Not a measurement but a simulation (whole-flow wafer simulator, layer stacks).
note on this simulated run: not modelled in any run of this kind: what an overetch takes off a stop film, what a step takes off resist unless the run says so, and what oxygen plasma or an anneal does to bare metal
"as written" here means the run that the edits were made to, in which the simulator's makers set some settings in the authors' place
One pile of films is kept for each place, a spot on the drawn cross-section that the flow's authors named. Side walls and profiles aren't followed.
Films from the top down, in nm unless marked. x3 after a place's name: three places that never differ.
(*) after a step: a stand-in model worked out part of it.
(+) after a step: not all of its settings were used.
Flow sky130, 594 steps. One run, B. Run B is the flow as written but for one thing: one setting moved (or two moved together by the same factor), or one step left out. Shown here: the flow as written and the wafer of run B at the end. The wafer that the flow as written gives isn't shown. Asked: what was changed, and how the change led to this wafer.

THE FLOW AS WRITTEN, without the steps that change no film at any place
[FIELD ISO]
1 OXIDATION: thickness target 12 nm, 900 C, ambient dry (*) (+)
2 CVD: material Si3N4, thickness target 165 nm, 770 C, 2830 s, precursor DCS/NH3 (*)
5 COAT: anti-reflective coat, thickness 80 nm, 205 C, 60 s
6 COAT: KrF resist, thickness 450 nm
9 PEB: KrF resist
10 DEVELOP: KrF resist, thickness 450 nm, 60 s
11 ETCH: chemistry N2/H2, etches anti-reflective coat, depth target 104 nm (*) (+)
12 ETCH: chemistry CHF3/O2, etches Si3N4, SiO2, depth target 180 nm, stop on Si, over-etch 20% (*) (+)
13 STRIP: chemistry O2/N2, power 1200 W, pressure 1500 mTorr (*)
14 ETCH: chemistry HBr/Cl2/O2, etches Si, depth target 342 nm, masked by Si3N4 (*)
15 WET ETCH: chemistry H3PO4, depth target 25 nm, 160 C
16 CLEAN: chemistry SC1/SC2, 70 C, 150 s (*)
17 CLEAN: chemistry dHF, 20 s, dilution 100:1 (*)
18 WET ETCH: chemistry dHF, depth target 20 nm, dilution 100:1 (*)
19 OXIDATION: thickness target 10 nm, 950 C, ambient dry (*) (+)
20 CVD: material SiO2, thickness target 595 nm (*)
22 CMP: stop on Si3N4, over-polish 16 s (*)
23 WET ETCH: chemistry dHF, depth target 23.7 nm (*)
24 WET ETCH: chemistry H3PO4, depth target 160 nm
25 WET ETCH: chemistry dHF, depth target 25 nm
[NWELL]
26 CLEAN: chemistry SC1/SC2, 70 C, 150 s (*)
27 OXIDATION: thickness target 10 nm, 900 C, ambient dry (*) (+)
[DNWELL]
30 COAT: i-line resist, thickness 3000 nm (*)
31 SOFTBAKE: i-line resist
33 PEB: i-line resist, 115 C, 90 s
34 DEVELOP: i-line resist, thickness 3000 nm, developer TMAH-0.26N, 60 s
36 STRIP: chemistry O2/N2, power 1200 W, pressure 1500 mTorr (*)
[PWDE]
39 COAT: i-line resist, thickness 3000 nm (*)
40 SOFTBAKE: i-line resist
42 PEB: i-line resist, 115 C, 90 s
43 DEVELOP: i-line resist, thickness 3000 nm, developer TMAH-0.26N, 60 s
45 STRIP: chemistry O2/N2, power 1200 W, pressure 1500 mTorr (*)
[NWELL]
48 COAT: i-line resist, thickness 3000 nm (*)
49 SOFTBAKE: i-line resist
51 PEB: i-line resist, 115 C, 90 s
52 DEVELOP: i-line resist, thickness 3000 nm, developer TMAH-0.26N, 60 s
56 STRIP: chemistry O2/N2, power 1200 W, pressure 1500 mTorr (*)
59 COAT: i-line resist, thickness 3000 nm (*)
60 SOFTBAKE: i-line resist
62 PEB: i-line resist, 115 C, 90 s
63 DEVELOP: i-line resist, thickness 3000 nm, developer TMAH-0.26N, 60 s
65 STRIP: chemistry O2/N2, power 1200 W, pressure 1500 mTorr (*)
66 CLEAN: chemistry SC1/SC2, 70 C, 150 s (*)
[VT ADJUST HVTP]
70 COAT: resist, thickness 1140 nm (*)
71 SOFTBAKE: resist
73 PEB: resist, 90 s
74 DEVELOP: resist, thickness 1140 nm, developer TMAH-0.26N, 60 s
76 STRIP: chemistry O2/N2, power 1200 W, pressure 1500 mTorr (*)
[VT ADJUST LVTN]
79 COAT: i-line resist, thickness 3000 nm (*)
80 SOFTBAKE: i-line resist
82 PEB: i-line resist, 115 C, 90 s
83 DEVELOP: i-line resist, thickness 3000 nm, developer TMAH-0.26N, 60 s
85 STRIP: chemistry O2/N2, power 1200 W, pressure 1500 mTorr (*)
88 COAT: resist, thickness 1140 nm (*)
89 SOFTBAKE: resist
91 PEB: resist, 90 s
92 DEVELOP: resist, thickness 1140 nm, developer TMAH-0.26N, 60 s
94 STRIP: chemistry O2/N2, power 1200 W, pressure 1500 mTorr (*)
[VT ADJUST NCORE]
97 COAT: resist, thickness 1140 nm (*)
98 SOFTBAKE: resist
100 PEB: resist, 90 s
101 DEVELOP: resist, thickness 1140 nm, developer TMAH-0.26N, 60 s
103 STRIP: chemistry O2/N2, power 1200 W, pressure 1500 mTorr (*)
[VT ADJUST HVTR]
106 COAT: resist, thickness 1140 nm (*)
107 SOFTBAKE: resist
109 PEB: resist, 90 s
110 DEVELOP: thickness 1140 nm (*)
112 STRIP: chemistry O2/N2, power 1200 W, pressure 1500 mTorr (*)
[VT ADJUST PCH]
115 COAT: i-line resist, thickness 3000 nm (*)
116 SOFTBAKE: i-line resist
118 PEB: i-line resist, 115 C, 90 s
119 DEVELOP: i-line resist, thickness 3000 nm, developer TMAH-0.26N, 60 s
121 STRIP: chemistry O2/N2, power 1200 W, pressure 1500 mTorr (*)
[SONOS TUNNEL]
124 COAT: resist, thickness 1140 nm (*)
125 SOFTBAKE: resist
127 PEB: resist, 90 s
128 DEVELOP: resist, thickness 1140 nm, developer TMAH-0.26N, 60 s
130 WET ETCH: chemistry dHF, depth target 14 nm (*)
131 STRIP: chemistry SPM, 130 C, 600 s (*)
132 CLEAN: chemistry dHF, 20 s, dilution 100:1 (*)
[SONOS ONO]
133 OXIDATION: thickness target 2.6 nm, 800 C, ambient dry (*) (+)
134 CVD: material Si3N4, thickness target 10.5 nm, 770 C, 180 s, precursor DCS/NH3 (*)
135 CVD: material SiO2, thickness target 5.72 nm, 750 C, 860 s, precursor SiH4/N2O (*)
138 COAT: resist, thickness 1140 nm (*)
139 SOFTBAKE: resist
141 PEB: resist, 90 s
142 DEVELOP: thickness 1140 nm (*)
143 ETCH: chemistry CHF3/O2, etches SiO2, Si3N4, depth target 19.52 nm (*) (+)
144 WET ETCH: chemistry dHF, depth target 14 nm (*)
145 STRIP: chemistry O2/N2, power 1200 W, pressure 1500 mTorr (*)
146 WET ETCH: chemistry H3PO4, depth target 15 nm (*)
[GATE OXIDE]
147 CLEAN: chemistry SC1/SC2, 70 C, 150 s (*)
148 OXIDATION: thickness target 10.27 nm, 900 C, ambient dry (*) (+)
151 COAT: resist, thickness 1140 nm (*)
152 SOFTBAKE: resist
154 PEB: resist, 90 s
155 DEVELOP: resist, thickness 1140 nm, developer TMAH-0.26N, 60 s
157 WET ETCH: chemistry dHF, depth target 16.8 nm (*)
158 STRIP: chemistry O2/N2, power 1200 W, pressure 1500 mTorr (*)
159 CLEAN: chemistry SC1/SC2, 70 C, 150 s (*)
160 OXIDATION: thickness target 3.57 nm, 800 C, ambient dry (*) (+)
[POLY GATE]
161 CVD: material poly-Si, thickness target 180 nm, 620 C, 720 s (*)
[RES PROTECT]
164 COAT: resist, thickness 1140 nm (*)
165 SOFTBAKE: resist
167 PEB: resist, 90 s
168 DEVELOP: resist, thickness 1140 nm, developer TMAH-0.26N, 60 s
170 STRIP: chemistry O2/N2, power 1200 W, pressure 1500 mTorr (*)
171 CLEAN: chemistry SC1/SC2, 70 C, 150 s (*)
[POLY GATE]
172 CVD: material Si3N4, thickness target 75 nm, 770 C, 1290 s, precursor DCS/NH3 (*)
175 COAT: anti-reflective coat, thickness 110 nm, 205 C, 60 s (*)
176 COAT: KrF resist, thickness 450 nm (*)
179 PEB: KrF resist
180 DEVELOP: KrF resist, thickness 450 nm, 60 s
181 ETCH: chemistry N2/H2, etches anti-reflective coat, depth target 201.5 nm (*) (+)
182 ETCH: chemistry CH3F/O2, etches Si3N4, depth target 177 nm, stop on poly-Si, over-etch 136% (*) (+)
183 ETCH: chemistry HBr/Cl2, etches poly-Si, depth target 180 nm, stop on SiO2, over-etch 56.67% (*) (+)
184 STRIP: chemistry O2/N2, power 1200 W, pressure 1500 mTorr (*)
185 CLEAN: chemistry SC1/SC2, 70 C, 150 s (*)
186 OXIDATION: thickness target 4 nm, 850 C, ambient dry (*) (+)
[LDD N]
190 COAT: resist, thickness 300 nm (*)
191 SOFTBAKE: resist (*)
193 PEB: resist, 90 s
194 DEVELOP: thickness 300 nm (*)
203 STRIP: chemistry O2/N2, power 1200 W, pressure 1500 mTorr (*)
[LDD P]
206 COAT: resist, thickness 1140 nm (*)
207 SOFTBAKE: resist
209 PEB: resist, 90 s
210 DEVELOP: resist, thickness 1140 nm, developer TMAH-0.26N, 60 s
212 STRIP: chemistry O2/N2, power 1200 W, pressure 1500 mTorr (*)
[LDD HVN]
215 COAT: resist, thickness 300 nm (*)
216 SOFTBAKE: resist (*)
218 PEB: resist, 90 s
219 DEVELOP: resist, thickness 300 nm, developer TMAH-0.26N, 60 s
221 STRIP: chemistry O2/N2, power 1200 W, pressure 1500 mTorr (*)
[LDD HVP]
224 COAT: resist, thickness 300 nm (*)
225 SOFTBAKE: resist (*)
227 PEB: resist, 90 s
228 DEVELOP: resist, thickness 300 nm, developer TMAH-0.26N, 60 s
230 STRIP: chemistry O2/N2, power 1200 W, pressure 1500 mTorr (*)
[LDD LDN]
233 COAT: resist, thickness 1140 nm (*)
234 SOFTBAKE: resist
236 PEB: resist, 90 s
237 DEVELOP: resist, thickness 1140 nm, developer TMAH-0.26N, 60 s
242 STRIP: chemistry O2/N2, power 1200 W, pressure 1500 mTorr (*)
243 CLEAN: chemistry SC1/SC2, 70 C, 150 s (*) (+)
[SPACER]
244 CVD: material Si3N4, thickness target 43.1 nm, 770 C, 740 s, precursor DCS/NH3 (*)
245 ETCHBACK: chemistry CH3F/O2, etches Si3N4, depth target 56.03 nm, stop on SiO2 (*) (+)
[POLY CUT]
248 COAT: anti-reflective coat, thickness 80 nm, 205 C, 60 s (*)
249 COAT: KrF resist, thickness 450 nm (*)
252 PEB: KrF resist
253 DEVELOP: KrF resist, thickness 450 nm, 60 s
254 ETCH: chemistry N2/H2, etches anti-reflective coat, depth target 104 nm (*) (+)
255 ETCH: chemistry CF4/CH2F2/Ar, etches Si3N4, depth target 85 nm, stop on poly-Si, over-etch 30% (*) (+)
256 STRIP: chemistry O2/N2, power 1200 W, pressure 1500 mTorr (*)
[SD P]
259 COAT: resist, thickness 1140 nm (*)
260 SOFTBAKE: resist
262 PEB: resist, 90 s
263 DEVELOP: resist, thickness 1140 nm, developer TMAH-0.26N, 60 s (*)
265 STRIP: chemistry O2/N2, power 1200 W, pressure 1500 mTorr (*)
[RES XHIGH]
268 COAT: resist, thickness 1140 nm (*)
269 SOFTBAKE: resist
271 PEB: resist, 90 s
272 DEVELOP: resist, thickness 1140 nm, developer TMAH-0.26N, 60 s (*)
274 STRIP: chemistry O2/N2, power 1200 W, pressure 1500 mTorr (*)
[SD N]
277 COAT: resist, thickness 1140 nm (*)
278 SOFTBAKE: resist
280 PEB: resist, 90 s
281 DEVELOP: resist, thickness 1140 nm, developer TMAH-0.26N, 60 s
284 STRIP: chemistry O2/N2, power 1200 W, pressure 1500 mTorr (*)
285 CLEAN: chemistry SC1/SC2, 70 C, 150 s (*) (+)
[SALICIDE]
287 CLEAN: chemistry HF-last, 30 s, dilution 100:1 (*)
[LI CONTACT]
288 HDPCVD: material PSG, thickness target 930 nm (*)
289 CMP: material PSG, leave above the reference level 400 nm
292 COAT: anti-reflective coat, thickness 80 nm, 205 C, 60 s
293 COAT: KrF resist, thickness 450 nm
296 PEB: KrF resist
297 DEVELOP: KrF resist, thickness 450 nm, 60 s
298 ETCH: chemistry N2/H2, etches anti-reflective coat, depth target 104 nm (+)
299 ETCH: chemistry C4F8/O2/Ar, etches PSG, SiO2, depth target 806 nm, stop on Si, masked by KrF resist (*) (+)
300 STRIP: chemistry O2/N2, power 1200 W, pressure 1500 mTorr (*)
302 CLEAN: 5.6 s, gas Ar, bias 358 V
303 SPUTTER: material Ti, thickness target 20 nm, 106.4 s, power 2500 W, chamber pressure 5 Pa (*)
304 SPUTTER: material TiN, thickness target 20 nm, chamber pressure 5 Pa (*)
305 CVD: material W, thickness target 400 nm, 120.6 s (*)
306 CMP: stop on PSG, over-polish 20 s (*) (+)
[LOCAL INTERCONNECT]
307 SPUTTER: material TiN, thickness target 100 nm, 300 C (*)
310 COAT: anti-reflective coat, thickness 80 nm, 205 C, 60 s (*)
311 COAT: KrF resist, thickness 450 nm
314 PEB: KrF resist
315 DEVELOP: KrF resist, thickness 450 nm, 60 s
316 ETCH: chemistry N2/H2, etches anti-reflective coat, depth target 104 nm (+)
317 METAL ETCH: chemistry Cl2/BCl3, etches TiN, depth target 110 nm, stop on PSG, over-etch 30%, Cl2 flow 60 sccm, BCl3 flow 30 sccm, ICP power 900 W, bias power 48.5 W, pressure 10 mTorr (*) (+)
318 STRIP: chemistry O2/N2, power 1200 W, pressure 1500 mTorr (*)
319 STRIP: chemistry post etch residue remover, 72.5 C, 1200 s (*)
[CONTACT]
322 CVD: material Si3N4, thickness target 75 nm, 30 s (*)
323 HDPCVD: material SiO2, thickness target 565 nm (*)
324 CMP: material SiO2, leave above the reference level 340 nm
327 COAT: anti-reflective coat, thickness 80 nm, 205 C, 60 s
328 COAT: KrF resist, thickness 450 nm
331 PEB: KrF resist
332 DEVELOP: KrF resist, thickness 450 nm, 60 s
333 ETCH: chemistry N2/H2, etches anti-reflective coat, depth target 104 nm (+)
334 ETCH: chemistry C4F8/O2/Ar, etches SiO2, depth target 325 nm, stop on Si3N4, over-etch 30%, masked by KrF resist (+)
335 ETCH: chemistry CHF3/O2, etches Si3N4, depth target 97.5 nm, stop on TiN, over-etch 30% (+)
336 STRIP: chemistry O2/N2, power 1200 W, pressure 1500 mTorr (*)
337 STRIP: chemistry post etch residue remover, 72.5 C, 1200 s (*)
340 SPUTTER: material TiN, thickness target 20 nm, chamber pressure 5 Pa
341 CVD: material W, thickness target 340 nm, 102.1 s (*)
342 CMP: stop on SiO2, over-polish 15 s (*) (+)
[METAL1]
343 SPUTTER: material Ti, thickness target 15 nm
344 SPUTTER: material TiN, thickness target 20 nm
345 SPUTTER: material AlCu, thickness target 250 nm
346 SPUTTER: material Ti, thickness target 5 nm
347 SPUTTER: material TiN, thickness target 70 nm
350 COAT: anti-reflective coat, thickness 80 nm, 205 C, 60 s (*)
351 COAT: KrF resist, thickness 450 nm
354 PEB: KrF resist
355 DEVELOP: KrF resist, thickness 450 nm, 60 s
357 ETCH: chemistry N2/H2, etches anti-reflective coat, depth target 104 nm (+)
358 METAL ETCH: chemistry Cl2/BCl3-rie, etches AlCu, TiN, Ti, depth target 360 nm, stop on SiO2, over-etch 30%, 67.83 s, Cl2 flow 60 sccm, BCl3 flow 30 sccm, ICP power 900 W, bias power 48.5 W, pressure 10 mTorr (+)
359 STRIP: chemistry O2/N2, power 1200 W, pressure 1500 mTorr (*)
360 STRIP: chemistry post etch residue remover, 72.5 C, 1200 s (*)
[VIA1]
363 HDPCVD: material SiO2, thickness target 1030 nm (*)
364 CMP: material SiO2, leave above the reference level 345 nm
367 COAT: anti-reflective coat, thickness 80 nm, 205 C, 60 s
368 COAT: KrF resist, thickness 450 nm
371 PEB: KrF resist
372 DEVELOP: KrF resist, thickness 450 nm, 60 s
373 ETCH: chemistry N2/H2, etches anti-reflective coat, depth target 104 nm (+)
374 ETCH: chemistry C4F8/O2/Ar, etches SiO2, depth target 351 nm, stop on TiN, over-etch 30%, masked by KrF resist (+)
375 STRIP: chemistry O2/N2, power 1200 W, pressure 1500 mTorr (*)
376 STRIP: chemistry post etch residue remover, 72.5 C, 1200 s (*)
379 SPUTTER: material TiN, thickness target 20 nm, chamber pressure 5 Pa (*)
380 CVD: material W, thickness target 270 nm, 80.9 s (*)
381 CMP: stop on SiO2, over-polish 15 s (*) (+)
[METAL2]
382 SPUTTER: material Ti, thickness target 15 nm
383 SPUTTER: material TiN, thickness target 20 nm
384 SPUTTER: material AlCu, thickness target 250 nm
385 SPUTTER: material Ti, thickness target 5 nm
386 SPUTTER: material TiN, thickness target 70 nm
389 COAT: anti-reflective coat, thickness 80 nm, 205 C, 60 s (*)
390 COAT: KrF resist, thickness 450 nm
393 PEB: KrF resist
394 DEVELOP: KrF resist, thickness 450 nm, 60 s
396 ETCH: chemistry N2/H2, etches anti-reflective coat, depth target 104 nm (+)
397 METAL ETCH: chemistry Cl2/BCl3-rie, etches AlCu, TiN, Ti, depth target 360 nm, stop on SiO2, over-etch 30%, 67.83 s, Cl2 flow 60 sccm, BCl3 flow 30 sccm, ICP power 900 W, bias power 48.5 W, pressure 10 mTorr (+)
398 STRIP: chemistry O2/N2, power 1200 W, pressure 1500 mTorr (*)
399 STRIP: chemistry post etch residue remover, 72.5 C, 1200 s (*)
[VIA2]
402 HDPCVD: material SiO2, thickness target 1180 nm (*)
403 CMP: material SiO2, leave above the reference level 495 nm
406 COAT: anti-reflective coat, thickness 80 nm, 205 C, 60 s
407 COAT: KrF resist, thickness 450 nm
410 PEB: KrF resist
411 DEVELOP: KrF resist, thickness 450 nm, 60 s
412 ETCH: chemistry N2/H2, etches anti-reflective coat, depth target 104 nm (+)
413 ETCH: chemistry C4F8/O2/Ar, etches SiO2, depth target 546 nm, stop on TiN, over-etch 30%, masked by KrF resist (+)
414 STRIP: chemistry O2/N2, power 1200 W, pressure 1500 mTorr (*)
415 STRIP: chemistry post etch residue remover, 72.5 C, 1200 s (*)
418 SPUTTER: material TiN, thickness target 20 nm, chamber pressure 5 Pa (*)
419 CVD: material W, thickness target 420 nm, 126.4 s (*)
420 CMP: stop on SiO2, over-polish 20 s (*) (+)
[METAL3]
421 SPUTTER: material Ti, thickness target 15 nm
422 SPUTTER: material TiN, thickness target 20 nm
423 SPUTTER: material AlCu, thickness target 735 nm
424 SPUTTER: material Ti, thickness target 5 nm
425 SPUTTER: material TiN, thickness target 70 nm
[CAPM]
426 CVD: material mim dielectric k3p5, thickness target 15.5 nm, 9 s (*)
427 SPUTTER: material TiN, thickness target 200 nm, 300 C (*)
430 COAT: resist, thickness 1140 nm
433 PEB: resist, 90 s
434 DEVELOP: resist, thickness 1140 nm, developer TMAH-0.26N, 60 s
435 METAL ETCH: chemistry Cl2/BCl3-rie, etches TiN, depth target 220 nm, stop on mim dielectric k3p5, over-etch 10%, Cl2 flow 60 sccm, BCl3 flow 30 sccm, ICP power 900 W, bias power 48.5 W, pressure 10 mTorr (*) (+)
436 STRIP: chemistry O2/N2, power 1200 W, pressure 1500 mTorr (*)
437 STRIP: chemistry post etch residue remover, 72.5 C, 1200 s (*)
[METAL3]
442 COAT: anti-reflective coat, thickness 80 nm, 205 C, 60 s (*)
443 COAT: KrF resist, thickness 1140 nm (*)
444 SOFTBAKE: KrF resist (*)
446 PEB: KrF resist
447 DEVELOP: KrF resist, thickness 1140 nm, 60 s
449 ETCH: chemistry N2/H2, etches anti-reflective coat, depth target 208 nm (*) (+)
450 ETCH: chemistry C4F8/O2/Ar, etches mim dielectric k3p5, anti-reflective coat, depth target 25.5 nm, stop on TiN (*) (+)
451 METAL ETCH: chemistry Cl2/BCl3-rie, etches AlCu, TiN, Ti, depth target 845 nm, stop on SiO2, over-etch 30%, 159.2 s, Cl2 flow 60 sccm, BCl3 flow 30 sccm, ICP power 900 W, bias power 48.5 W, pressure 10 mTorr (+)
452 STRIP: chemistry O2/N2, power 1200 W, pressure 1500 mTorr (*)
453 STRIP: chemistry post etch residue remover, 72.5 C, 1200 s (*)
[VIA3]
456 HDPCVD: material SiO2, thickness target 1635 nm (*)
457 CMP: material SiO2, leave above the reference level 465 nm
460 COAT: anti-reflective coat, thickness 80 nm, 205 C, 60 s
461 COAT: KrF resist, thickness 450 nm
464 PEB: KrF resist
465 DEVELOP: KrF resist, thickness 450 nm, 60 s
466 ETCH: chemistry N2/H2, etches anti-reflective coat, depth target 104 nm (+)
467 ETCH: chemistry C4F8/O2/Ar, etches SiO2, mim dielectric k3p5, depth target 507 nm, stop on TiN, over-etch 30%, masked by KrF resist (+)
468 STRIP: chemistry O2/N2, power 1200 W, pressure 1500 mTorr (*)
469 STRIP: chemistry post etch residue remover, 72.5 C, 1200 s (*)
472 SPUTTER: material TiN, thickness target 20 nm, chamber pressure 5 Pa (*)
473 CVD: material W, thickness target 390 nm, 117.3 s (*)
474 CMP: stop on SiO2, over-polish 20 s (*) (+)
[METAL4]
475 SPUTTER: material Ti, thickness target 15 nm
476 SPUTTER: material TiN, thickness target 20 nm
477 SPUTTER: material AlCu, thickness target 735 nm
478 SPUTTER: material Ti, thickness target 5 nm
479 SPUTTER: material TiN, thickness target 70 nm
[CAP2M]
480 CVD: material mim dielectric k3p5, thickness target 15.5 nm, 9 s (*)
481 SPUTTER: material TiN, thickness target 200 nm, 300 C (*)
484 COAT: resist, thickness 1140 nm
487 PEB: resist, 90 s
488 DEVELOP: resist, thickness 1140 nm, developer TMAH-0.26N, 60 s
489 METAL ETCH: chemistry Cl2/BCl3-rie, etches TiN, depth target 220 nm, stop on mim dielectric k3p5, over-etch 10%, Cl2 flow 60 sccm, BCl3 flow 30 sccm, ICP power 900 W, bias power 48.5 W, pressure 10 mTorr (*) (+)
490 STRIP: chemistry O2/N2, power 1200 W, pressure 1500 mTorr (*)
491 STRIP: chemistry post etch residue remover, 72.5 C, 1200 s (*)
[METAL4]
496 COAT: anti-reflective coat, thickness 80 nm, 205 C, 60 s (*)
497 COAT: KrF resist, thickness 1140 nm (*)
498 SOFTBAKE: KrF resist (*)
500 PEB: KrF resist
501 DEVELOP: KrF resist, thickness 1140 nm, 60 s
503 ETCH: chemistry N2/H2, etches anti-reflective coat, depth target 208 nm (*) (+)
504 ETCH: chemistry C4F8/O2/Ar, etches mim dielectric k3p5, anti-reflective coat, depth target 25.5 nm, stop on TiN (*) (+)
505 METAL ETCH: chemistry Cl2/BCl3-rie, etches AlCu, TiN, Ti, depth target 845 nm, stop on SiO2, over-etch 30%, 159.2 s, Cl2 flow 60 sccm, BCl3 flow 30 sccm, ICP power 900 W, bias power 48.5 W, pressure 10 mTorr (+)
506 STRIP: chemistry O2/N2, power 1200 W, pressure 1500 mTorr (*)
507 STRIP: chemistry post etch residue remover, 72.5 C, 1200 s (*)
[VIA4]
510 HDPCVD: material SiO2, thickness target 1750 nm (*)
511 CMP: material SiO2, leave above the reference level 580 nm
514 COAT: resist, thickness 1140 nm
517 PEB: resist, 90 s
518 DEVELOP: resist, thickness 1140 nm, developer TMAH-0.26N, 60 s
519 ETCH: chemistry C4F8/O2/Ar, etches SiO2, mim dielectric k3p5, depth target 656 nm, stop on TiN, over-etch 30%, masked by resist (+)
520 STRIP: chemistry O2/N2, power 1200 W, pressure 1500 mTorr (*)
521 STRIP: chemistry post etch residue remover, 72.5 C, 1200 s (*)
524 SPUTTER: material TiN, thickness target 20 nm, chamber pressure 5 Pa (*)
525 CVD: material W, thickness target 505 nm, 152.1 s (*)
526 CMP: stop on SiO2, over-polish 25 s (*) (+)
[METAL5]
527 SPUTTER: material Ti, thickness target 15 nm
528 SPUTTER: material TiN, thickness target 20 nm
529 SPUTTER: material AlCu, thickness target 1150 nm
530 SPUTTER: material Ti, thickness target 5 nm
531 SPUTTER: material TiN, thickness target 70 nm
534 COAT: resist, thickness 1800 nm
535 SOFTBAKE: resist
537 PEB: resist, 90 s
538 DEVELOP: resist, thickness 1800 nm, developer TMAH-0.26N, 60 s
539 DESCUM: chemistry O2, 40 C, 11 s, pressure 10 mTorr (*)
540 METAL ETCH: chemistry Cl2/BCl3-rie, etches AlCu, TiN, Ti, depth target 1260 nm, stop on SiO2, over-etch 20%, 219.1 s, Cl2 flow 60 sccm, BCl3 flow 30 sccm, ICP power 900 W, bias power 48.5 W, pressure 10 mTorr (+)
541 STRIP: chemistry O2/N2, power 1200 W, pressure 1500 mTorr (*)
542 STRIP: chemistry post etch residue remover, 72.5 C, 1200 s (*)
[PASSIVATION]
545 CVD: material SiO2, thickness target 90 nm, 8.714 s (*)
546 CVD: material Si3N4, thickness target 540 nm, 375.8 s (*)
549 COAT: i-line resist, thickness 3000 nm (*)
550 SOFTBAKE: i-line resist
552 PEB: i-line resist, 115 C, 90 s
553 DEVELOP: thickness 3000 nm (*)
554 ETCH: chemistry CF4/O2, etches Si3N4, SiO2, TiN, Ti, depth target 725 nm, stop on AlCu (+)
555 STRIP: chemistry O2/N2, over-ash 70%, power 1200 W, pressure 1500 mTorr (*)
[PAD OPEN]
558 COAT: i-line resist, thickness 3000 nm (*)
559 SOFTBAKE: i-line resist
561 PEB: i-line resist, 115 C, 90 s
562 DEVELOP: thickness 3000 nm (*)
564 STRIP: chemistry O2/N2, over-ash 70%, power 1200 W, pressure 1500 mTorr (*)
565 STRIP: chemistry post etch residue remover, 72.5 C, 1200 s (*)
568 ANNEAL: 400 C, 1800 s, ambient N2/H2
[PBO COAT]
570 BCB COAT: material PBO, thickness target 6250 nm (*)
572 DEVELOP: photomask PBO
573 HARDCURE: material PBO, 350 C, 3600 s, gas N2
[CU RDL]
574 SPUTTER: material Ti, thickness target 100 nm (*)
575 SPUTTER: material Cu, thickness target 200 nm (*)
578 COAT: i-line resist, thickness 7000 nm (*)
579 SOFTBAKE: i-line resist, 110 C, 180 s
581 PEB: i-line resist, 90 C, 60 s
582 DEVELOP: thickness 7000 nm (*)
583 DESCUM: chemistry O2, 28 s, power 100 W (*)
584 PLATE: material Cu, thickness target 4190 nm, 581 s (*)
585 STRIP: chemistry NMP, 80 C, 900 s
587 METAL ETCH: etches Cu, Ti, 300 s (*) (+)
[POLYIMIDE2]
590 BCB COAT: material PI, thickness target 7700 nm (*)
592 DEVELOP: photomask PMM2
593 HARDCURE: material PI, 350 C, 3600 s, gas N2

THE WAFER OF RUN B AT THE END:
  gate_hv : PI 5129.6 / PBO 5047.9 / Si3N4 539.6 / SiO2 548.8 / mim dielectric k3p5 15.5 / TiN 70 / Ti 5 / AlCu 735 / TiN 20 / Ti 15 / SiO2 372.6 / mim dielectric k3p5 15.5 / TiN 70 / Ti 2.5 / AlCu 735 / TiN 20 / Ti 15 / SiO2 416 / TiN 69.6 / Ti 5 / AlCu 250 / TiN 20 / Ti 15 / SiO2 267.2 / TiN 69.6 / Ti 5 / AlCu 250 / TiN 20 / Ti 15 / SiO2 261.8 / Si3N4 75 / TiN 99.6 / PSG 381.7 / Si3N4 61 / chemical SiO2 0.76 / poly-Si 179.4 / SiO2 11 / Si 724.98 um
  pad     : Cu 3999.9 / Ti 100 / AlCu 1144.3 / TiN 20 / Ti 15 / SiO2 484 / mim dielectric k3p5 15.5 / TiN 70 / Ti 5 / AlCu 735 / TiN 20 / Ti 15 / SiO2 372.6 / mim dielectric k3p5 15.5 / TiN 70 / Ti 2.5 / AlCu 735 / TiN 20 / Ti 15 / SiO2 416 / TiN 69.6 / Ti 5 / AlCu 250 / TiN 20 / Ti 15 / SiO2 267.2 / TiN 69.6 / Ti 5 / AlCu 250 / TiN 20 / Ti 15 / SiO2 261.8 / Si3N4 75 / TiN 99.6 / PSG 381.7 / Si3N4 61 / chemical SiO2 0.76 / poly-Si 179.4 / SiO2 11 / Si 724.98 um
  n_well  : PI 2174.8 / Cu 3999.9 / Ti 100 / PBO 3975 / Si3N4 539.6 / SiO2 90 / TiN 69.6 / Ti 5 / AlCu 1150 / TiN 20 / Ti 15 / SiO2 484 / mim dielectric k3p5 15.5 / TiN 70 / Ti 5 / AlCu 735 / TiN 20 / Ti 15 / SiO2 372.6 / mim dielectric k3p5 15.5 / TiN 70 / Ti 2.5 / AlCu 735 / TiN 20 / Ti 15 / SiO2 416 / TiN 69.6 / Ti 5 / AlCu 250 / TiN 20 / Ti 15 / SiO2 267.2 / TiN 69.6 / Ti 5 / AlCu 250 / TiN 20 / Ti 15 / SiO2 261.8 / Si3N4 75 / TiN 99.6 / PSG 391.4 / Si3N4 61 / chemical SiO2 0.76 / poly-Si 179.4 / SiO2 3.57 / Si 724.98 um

The cause: step 424, SPUTTER: thickness target 2.5 nm was run, where the flow has thickness target 5 nm.
It can be read off the wafer: gate_hv has Ti 2.5, and step 424 as written asks for 5 nm.

How the change led to this, step by step:
  424 SPUTTER: material Ti, thickness target 5 nm
      field, active, n_well and 188 more: Ti +2.5 (new film) (as written it would be: Ti +5 (new film))
  451 METAL ETCH: chemistry Cl2/BCl3-rie, etches AlCu, TiN, Ti, depth target 845 nm, stop on SiO2, over-etch 30%, 159.2 s, Cl2 flow 60 sccm, BCl3 flow 30 sccm, ICP power 900 W, bias power 48.5 W, pressure 10 mTorr (+)
      field, active, gate and 69 more: TiN -70 (all of it), Ti -2.5 (all of it), AlCu -735 (all of it), TiN -20 (all of it), Ti -15 (all of it), SiO2 -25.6 (as written it would be: TiN -70 (all of it), Ti -5 (all of it), AlCu -735 (all of it), TiN -20 (all of it), Ti -15 (all of it), SiO2 -25.4)
      vpp_ln, vpp_iso2, ndiff_ln and 10 more: TiN -70 (all of it), Ti -2.5 (all of it), AlCu -735 (all of it), TiN -20 (all of it), Ti -15 (all of it), SiO2 -25.6 (as written it would be: TiN -70 (all of it), Ti -5 (all of it), AlCu -735 (all of it), TiN -20 (all of it), Ti -15 (all of it), SiO2 -25.3)
